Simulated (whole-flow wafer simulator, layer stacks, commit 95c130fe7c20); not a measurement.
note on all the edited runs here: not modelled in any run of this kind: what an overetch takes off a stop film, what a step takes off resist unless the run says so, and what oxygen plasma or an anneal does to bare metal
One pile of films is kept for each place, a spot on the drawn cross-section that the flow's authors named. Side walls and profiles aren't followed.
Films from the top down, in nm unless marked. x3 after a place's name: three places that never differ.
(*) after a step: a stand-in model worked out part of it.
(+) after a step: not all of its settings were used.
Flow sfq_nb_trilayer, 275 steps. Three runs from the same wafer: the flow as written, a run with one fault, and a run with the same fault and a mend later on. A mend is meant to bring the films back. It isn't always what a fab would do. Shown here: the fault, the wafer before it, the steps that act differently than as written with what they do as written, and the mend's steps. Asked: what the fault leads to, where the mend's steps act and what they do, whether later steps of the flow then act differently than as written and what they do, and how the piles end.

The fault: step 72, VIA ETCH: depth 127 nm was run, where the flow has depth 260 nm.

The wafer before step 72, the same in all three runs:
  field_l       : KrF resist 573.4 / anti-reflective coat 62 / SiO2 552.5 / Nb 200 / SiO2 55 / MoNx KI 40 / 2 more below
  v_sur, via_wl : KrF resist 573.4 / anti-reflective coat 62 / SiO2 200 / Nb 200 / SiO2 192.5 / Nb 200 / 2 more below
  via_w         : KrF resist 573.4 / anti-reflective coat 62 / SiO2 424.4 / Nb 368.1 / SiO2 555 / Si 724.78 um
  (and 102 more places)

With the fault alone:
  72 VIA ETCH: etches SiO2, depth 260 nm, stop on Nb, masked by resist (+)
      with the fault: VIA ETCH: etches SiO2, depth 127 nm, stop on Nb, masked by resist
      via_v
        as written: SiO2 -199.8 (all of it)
        with the fault: SiO2 -127
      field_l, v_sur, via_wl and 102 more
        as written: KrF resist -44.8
        with the fault: KrF resist -21.9
  Later steps of the flow that act differently than as written (5 more steps differ only slightly, by at most 2% or 0.5 nm, whichever is larger, and aren't shown):
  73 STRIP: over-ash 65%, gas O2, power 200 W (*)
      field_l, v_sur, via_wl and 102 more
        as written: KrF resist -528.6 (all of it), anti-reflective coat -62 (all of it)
        with the fault: KrF resist -551.5 (all of it), anti-reflective coat -62 (all of it)
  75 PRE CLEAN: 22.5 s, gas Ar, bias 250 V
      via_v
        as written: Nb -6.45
        with the fault: SiO2 -7.5
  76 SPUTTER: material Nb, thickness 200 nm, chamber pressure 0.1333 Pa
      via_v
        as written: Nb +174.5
        with the fault: Nb +188.9 (new film)
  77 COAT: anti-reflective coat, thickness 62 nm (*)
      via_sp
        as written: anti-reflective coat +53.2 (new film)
        with the fault: anti-reflective coat +54.6 (new film)
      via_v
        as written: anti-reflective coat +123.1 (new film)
        with the fault: anti-reflective coat +107.1 (new film)
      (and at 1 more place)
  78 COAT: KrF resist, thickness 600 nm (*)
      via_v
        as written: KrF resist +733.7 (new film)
        with the fault: KrF resist +675.1 (new film)
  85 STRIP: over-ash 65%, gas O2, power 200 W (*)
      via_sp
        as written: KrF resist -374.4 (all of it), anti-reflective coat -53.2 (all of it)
        with the fault: KrF resist -379.2 (all of it), anti-reflective coat -54.6 (all of it)
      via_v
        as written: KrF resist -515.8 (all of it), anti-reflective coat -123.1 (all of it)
        with the fault: KrF resist -457.3 (all of it), anti-reflective coat -107.1 (all of it)
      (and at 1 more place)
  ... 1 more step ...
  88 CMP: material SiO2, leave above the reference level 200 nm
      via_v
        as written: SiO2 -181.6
        with the fault: SiO2 -161.8
  At the end the piles differ from the flow's by more than 2% or 0.5 nm, whichever is larger, at via_v.
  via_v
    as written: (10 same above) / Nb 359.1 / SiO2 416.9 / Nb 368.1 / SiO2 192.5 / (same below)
    with the fault: (10 same above) / Nb 359.1 / SiO2 330.7 / Nb 188.9 / SiO2 65.3 / Nb 200 / SiO2 192.5 / (same below)

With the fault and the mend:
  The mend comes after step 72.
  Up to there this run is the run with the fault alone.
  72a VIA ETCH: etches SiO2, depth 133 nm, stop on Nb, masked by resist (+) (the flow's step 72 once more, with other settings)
      field_l, v_sur, via_wl and 102 more
        KrF resist -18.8
      via_v
        SiO2 -72.8 (all of it)
  No later step of the flow acts differently than as written, at any place that is followed, by more than 2% or 0.5 nm, whichever is larger.
  At the end the piles are the same as the flow's at every place that both follow.
